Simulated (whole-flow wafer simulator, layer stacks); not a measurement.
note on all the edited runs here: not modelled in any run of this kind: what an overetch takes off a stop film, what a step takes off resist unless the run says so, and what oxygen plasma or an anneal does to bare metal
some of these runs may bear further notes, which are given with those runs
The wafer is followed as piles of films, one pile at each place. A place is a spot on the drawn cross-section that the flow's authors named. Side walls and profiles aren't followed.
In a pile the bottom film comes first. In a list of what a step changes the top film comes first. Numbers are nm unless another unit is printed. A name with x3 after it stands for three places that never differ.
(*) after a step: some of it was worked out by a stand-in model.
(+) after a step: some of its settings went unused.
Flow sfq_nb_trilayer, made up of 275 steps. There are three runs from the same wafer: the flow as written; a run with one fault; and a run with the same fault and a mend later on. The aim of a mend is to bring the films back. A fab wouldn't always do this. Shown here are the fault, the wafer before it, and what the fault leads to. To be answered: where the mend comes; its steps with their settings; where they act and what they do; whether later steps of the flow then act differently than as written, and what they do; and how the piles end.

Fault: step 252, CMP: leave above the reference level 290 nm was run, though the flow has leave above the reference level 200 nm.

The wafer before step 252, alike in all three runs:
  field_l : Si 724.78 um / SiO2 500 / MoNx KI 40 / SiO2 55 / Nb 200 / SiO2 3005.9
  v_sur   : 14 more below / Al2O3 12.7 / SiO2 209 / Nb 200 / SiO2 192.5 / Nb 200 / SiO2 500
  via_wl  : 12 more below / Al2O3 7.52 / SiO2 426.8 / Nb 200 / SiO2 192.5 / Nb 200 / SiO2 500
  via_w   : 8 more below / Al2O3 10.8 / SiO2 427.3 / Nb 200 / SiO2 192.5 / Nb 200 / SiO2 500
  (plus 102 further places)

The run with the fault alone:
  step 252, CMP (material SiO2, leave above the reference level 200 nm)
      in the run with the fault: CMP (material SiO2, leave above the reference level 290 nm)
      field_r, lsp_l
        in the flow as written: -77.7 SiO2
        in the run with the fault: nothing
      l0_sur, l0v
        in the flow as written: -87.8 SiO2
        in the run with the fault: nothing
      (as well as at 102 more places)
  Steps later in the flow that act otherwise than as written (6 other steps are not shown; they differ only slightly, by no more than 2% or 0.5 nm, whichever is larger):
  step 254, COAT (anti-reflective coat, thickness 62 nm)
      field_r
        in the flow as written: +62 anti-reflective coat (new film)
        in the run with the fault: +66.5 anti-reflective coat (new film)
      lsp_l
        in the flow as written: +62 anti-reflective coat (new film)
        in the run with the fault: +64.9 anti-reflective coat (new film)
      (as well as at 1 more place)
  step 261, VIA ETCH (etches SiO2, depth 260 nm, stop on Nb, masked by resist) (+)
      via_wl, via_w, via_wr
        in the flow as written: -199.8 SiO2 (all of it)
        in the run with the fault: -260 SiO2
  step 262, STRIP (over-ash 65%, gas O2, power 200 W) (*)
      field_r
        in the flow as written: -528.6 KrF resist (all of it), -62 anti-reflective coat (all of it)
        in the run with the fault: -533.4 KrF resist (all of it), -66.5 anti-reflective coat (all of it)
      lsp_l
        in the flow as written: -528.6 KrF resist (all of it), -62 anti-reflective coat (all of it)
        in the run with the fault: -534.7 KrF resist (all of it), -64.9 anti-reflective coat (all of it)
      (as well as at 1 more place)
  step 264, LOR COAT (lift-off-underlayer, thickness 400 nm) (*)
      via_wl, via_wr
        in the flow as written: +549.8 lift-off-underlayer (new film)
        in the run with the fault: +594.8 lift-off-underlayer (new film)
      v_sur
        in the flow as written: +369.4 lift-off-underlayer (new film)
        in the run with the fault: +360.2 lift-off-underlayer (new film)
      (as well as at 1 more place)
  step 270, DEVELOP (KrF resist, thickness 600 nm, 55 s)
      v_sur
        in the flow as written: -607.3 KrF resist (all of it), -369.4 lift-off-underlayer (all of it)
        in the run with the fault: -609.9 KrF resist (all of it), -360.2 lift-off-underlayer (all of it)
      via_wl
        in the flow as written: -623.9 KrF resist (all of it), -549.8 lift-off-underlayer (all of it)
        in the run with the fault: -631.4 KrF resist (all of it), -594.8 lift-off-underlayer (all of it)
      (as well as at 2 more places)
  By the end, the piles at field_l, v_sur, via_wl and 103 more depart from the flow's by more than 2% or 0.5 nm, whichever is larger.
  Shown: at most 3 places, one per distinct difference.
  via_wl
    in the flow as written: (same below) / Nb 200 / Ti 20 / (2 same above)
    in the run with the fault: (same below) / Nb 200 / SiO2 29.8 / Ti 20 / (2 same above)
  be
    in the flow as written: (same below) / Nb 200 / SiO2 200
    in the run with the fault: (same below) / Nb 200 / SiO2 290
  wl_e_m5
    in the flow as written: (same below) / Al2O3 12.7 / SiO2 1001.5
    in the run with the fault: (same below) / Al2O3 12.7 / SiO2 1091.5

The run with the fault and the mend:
  After step 253 comes the mend.
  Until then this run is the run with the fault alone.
  step 253a, CMP (material SiO2, leave above the reference level 200 nm) (the flow's step 252, run once more)
      field_l, v_sur, via_wl and 99 more
        -90 SiO2
      field_r, lsp_l
        -77.7 SiO2
      l0_sur, l0v
        -87.8 SiO2
  None of the later steps of the flow acts differently than as written at any place that is followed.
  By the end, the piles equal the flow's at every place that both follow.
